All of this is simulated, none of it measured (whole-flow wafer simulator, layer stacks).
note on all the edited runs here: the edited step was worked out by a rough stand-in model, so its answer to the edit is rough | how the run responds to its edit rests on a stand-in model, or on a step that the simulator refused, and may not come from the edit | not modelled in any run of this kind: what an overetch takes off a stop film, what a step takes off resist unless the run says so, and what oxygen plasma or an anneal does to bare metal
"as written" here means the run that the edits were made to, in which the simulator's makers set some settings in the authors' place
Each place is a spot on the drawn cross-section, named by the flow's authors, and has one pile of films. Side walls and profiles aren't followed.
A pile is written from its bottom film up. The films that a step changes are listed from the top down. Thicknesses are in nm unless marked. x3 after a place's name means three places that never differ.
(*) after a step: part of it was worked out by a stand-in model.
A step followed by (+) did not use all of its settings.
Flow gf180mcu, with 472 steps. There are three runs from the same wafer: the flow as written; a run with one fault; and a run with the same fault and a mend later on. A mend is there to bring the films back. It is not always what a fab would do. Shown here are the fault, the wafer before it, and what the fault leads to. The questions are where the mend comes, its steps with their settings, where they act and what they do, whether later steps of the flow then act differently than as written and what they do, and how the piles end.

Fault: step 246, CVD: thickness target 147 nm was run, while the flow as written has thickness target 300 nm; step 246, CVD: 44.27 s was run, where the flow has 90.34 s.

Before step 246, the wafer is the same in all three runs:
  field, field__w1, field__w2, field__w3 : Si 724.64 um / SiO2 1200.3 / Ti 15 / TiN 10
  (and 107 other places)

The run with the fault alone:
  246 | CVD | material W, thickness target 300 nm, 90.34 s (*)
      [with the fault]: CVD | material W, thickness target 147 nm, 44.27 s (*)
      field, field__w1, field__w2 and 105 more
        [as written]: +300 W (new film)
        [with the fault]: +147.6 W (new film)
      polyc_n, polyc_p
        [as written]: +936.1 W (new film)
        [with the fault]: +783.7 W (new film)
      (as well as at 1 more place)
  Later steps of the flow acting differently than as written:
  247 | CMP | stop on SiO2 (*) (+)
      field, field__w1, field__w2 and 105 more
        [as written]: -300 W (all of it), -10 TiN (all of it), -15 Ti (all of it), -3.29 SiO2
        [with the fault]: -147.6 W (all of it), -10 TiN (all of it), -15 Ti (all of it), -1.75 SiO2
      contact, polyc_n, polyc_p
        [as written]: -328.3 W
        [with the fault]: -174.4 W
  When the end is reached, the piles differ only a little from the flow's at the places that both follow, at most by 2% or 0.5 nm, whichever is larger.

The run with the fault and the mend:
  The mend follows step 246.
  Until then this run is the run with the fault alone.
  246a | CVD | material W, thickness target 153 nm, 46.07 s (the flow's step 246, run once more with other settings)
      field, field__w1, field__w2 and 108 more
        +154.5 W
  Later steps of the flow that are run all act as written at every place that is followed, up to a difference of at most 2% or 0.5 nm, whichever is larger.
  When the end is reached, the piles differ only a little from the flow's at the places that both follow, at most by 2% or 0.5 nm, whichever is larger.
